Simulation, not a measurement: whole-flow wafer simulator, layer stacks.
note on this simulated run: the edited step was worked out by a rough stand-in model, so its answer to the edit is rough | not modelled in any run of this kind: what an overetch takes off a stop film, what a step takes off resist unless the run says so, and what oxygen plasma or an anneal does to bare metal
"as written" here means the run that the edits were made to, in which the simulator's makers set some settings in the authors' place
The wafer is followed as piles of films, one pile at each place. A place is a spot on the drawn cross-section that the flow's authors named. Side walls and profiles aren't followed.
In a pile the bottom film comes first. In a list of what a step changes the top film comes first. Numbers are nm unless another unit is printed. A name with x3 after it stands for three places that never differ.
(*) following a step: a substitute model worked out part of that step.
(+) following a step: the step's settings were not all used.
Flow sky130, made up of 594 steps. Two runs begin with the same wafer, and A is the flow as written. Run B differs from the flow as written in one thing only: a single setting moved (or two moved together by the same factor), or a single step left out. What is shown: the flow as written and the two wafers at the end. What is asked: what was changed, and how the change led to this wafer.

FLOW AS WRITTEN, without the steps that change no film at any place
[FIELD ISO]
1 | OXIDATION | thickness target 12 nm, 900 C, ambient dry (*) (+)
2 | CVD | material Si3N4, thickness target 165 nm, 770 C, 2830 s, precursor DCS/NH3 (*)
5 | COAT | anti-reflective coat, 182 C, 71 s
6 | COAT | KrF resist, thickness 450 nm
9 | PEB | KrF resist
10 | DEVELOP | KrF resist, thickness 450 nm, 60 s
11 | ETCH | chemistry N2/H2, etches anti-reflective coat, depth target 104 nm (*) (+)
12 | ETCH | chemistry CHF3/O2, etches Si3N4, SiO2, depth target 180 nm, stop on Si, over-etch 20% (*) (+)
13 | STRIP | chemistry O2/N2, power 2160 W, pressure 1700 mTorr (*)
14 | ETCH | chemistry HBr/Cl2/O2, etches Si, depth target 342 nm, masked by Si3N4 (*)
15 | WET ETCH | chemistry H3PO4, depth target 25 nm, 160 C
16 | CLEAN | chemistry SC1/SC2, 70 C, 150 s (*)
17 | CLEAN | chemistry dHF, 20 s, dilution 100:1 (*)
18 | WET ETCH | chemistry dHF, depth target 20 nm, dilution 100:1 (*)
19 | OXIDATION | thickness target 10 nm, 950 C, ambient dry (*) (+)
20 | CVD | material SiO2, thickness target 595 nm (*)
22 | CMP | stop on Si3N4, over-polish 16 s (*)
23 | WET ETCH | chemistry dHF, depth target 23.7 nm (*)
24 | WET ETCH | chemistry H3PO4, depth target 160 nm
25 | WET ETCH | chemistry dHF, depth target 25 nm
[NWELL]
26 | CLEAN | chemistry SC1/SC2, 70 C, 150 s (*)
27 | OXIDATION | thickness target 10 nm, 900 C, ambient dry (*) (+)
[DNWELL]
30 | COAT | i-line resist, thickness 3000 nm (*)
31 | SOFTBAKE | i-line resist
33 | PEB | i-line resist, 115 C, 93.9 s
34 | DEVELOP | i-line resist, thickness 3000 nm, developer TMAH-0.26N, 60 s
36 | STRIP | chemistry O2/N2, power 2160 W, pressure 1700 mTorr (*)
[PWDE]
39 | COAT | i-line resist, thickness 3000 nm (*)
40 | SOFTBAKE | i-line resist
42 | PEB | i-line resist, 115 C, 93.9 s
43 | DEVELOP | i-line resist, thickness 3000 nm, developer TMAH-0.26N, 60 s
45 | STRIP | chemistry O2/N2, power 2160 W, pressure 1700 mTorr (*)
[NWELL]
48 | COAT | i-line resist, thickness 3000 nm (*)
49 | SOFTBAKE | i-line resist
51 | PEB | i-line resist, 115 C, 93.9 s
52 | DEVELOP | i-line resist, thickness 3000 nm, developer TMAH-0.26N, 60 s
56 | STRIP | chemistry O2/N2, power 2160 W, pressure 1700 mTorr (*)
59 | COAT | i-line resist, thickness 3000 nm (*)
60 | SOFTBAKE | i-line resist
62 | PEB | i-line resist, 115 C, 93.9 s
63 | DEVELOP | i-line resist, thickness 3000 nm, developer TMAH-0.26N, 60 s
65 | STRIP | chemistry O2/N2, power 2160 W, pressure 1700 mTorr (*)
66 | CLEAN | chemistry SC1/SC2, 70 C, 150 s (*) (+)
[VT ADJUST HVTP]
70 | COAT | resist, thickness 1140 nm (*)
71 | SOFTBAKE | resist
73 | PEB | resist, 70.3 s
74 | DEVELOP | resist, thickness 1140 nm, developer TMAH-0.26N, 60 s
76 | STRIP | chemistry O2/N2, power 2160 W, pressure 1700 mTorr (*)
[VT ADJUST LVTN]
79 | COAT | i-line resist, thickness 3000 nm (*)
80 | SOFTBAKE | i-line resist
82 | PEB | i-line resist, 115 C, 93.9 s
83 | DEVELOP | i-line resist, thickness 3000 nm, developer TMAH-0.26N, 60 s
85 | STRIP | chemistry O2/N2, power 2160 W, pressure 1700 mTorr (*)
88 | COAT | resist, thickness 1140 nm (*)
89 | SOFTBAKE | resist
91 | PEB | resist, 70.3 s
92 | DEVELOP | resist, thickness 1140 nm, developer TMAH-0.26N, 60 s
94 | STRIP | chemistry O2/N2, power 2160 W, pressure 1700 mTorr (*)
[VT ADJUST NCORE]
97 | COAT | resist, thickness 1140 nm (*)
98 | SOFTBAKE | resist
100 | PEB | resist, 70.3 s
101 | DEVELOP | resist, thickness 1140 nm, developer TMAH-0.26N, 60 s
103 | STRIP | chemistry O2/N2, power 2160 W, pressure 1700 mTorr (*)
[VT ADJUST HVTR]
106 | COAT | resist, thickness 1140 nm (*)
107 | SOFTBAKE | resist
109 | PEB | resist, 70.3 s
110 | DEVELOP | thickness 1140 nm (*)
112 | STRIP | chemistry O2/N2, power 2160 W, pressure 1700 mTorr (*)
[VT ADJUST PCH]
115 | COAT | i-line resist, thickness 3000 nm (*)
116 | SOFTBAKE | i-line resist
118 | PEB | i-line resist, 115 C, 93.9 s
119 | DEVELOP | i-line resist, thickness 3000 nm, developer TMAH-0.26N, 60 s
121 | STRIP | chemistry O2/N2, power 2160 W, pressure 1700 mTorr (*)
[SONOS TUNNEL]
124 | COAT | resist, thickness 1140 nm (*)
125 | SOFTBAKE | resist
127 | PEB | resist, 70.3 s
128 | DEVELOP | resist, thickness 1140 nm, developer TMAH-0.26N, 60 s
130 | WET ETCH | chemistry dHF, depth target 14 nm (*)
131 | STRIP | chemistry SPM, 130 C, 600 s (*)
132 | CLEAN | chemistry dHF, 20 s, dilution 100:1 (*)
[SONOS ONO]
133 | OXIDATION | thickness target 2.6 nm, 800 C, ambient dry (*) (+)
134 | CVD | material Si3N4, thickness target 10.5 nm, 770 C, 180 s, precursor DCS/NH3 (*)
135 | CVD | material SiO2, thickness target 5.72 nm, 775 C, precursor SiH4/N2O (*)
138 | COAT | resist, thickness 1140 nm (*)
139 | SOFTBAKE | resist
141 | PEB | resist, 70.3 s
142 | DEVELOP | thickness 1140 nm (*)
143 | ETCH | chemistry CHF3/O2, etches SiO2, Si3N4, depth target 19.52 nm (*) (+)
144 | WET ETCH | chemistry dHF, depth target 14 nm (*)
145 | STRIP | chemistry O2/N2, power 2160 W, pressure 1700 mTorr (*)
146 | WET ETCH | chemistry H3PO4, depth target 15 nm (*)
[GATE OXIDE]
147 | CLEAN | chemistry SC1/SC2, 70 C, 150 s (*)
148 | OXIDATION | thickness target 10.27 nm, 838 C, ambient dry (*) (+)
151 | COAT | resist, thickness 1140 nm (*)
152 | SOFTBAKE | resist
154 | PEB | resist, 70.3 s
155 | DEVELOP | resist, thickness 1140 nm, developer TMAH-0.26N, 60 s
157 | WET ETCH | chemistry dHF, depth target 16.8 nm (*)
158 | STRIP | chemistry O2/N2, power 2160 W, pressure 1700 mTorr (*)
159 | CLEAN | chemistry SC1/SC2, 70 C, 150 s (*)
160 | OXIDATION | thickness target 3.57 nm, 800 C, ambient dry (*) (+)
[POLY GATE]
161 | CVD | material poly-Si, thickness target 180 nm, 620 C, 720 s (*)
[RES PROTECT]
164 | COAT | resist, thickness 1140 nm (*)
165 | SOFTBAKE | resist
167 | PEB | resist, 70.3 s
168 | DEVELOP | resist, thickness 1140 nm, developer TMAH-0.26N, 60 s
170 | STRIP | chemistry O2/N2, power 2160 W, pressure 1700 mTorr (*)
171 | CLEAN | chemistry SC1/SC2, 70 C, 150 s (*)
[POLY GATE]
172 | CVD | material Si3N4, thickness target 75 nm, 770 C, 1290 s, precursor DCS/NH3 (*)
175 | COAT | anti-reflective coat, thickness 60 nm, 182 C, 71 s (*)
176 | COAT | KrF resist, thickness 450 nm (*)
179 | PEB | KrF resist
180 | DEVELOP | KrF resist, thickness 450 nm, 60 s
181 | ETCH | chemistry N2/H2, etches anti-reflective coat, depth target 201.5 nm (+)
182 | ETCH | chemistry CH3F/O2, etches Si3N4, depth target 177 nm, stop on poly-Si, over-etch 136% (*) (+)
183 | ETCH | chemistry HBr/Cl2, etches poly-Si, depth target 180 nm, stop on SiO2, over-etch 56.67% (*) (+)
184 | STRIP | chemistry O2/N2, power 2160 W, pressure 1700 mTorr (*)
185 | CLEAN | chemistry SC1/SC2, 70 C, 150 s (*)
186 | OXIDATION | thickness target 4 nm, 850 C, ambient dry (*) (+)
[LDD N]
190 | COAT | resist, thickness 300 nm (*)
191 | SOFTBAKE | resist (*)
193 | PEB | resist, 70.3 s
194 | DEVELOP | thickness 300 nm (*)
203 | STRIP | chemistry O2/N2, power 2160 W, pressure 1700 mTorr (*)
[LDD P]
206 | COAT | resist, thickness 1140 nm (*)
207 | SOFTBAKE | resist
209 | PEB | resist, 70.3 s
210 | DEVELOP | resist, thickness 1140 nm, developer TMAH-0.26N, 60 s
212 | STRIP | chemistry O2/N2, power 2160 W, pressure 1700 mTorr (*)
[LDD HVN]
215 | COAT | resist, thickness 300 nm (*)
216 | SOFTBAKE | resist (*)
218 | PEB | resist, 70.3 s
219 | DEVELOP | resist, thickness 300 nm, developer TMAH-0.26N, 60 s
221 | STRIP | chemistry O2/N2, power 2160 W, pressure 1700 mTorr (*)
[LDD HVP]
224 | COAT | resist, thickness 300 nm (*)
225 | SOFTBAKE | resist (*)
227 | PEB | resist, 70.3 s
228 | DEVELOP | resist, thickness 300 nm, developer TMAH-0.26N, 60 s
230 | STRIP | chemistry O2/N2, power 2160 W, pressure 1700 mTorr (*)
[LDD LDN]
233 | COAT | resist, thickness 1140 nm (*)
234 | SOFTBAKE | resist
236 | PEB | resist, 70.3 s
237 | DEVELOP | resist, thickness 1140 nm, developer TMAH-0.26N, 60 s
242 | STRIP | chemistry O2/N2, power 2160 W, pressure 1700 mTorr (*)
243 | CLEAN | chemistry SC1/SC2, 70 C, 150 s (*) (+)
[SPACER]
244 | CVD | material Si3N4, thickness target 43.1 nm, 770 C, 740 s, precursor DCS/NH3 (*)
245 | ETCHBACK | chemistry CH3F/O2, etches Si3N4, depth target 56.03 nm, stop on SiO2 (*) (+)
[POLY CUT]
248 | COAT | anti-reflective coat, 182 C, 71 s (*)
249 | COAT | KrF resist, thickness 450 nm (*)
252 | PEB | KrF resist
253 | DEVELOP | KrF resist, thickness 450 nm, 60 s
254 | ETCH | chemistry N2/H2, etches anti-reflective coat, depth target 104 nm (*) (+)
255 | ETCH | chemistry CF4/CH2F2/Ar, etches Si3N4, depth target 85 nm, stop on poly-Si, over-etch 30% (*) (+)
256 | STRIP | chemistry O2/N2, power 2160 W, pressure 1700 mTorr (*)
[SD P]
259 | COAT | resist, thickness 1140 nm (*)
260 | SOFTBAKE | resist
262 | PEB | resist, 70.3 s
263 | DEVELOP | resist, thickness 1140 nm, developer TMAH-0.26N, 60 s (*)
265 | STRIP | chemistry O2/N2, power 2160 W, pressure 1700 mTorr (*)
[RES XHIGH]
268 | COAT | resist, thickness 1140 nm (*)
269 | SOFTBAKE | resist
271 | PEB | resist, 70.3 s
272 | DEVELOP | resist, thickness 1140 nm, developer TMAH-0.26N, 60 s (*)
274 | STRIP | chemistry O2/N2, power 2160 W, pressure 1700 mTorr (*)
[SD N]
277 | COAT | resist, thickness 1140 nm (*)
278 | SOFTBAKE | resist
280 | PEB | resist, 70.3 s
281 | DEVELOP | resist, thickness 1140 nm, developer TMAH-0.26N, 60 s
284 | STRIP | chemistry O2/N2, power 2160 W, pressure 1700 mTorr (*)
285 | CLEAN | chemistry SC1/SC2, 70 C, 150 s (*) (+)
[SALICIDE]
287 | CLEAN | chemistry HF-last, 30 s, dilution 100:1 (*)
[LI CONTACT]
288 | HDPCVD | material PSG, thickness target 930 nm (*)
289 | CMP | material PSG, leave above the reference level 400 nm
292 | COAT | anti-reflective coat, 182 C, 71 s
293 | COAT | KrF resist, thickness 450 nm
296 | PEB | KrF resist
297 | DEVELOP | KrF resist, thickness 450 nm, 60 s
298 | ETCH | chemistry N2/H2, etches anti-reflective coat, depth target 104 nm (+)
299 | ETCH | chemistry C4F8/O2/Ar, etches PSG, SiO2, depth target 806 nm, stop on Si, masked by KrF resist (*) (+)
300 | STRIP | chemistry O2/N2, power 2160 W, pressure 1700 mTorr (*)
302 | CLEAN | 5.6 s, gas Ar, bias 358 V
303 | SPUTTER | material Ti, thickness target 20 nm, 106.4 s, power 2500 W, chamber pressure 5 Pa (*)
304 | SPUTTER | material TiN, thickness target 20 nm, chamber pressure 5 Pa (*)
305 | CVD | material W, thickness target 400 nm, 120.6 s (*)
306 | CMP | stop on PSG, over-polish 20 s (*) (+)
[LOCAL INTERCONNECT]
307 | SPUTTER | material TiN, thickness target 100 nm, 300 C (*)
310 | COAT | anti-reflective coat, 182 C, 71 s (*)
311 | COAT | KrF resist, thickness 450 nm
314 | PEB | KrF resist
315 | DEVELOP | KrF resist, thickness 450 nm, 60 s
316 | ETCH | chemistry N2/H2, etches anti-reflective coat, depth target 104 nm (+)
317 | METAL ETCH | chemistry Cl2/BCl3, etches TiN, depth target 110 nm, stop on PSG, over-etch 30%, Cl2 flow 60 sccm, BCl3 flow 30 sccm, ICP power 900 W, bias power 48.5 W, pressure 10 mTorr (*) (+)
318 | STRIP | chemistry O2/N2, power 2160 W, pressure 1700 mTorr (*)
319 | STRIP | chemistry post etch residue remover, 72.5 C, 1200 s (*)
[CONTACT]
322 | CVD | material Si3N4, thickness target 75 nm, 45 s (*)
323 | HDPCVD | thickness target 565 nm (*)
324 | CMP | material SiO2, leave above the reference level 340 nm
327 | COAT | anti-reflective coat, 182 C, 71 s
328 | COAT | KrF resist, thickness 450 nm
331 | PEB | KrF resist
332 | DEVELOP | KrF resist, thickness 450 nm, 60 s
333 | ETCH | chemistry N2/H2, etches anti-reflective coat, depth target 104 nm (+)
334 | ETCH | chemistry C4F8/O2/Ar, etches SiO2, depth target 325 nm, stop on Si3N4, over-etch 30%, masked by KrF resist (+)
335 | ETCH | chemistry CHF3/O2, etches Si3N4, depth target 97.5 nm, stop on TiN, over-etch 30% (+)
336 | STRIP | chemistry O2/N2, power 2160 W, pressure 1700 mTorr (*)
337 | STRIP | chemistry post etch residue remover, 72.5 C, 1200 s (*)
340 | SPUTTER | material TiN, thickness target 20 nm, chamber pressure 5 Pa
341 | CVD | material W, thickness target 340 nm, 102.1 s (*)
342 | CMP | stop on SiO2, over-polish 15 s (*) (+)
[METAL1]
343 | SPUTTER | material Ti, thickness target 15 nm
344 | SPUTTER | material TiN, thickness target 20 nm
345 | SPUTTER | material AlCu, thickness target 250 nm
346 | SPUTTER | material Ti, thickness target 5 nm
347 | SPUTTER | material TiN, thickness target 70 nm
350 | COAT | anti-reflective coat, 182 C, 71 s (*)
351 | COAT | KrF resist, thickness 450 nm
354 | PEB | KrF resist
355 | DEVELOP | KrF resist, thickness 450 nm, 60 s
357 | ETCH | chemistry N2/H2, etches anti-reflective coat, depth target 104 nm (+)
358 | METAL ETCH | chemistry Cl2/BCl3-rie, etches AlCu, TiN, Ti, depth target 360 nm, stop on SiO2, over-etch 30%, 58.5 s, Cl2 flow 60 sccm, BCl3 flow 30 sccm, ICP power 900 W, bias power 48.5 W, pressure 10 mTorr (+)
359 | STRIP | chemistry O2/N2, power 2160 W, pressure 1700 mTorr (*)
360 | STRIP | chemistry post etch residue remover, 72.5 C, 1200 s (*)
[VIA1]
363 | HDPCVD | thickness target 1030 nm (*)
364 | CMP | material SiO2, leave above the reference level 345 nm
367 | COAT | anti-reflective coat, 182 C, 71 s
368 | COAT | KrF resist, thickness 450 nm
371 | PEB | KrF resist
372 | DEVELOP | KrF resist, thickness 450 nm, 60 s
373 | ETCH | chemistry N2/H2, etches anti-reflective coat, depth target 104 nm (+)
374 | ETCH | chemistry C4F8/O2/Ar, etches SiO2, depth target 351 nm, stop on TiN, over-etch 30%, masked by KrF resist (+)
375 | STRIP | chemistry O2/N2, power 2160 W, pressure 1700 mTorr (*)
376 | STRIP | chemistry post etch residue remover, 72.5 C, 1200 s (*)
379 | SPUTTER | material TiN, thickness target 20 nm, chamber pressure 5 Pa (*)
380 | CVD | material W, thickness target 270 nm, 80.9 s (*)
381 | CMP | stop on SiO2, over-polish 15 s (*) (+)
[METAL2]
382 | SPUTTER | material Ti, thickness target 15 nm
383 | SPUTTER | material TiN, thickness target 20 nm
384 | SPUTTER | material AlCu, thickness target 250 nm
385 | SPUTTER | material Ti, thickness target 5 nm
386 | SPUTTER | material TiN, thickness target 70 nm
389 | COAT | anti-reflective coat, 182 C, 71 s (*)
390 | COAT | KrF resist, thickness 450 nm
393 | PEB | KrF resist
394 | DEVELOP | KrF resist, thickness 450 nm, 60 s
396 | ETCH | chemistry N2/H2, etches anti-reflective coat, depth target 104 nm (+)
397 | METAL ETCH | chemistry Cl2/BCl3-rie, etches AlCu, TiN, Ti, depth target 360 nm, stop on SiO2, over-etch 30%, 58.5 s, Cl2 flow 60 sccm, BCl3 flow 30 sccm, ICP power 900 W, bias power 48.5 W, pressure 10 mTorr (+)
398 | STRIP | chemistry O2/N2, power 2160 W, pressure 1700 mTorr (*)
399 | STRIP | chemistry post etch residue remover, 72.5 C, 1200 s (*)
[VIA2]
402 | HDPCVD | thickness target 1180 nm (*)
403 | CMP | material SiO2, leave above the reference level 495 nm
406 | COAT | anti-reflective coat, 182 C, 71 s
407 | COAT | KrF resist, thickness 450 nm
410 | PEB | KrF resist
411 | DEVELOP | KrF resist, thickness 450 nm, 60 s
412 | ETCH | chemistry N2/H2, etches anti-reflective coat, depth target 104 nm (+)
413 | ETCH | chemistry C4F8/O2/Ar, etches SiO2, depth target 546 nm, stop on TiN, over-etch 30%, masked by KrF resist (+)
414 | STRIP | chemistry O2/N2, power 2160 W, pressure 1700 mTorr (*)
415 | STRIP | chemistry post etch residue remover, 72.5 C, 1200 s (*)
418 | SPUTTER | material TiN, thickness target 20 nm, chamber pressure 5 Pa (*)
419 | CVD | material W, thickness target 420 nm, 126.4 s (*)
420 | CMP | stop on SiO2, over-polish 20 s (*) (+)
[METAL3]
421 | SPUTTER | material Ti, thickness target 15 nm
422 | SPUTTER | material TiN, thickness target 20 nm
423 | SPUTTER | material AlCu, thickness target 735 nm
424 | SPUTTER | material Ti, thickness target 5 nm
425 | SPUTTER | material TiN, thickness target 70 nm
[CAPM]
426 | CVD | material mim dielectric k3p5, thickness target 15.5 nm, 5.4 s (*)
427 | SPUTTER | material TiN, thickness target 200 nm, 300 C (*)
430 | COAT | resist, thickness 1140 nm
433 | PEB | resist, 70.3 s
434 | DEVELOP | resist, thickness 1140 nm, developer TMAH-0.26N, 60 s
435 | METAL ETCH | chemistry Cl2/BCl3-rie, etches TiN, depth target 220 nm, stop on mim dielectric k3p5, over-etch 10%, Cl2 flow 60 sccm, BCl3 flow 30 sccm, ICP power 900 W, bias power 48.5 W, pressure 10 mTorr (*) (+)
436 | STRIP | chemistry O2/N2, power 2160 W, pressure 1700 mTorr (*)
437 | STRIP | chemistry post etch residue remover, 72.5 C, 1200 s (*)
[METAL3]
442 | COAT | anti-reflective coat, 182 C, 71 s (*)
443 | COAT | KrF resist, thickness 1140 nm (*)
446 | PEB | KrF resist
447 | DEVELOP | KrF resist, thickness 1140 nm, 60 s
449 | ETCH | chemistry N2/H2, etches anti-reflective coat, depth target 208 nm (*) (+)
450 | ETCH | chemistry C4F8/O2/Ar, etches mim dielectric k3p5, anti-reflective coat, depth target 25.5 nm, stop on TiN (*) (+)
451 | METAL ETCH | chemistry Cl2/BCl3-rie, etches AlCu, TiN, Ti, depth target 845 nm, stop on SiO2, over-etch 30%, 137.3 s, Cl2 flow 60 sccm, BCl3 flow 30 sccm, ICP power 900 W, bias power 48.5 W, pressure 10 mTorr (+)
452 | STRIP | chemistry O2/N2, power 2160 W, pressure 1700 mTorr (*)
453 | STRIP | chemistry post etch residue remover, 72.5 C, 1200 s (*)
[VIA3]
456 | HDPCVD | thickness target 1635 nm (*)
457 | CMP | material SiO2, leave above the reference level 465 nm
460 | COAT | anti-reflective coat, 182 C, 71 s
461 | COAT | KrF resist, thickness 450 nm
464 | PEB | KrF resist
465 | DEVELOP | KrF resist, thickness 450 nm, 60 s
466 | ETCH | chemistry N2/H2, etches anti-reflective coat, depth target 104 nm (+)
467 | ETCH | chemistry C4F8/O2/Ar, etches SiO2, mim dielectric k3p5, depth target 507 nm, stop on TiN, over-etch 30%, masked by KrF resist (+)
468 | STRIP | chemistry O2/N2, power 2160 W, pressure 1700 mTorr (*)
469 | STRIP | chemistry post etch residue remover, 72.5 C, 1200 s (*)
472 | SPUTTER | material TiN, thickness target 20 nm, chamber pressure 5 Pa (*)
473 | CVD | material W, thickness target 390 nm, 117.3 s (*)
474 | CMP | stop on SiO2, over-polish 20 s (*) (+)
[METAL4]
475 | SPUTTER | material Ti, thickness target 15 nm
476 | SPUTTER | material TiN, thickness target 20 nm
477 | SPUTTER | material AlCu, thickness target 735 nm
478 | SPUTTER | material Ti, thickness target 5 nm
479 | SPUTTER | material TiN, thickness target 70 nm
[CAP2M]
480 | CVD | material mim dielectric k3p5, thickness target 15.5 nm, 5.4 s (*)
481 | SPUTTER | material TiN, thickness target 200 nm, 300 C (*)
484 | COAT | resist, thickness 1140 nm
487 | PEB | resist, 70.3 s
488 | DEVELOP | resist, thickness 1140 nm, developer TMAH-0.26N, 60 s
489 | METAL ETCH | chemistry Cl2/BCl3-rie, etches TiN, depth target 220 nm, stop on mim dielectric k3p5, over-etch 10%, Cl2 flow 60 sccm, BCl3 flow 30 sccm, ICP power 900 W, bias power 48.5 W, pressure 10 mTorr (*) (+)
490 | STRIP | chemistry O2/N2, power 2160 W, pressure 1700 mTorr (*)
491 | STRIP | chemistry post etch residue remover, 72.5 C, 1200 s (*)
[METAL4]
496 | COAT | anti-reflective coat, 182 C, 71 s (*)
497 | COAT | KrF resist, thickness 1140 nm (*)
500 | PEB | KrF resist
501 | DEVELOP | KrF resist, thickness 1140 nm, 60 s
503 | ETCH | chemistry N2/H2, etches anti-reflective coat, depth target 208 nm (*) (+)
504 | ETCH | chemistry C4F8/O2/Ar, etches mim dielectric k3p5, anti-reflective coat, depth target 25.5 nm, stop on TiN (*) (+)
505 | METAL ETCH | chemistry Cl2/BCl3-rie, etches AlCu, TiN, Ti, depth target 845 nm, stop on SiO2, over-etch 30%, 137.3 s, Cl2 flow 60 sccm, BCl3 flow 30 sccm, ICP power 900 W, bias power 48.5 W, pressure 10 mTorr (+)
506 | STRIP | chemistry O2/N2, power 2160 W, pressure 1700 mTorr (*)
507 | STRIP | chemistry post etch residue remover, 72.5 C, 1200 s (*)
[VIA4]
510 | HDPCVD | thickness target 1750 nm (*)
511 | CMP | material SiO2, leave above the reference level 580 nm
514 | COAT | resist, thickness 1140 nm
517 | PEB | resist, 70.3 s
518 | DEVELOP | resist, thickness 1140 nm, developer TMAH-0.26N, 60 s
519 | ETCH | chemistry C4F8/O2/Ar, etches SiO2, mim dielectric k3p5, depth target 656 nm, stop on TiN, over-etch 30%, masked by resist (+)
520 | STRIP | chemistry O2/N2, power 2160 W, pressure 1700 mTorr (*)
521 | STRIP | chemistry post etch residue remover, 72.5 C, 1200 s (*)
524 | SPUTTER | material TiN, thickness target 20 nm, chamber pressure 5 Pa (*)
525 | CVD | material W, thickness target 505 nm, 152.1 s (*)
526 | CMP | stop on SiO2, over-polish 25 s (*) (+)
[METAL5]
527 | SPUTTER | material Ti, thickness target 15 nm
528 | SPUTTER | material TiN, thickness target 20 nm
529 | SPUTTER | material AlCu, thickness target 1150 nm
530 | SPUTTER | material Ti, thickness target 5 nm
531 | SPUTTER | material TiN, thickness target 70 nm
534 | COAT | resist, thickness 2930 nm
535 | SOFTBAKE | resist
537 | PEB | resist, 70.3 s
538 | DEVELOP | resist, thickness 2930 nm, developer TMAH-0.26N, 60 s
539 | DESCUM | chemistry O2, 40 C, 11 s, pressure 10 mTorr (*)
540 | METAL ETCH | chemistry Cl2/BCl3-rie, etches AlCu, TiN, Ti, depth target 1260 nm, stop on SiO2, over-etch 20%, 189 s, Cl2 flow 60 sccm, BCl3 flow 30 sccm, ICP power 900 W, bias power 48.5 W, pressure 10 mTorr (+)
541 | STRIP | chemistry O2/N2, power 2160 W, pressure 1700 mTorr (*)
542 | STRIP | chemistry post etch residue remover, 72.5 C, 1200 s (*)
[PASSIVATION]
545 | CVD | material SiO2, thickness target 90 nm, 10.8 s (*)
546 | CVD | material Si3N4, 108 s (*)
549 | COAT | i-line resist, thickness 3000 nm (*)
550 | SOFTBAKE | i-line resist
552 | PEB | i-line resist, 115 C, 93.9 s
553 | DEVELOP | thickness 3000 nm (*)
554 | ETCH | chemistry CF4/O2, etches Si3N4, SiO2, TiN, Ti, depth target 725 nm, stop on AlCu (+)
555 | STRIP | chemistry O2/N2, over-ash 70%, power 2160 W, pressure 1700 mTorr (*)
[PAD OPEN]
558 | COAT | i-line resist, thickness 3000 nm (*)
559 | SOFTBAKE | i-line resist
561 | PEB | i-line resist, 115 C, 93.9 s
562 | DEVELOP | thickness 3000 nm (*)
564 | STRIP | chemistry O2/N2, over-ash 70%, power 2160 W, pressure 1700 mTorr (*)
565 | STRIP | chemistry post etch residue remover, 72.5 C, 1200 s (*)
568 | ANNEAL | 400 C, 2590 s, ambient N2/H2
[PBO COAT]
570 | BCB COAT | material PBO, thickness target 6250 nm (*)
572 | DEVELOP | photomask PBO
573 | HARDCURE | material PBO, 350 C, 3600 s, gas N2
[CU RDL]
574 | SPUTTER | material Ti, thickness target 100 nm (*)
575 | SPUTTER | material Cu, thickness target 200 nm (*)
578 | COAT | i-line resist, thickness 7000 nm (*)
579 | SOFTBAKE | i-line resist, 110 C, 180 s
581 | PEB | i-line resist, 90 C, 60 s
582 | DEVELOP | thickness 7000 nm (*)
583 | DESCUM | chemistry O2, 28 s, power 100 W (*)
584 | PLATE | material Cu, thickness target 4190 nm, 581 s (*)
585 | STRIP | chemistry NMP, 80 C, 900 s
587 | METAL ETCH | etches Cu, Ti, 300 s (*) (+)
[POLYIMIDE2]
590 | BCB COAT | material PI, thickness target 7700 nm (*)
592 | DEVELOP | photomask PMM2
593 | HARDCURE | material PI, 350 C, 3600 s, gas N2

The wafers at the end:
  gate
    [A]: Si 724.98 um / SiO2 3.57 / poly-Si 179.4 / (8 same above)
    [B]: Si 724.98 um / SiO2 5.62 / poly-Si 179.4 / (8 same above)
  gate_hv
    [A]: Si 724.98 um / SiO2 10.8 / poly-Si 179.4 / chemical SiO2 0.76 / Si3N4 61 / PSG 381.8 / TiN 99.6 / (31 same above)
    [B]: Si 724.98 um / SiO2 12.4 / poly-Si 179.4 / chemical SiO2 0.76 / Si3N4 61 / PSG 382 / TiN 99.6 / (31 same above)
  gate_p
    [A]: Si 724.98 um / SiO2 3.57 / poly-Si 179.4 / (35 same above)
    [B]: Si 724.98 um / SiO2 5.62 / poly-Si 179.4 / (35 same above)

What caused this: step 160, OXIDATION: thickness target 5.62 nm was run, while the flow as written has thickness target 3.57 nm.
One can read it off the wafer: gate has SiO2 5.62, and step 160 as written asks for 3.57 nm.

Step by step, how the change led to this:
  160 | OXIDATION | thickness target 3.57 nm, 800 C, ambient dry (*) (+)
      active, n_well, p_well and 58 more: A SiO2 gains 3.57 (new film), chemical SiO2 loses 0.76 (all of it), Si loses 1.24 | B SiO2 gains 5.62 (new film), chemical SiO2 loses 0.76 (all of it), Si loses 2.14
      gate_hv, m1, pad and 37 more: A SiO2 gains 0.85, Si loses 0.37 | B SiO2 gains 2.51, Si loses 1.11
  299 | ETCH | chemistry C4F8/O2/Ar, etches PSG, SiO2, depth target 806 nm, stop on Si, masked by KrF resist (*) (+)
      contact, ndiff_licon, ndiff_licon_cpp: A PSG loses 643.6 (all of it), SiO2 loses 1.16 (all of it) | B PSG loses 643.7 (all of it), SiO2 loses 2.89 (all of it)
  303 | SPUTTER | material Ti, thickness target 20 nm, 106.4 s, power 2500 W, chamber pressure 5 Pa (*)
      ndiff_licon_cpp: A Ti gains 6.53 (new film) | B Ti gains 7.21 (new film)
  306 | CMP | stop on PSG, over-polish 20 s (*) (+)
      poly_licon: A W loses 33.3 | B W loses 32.3
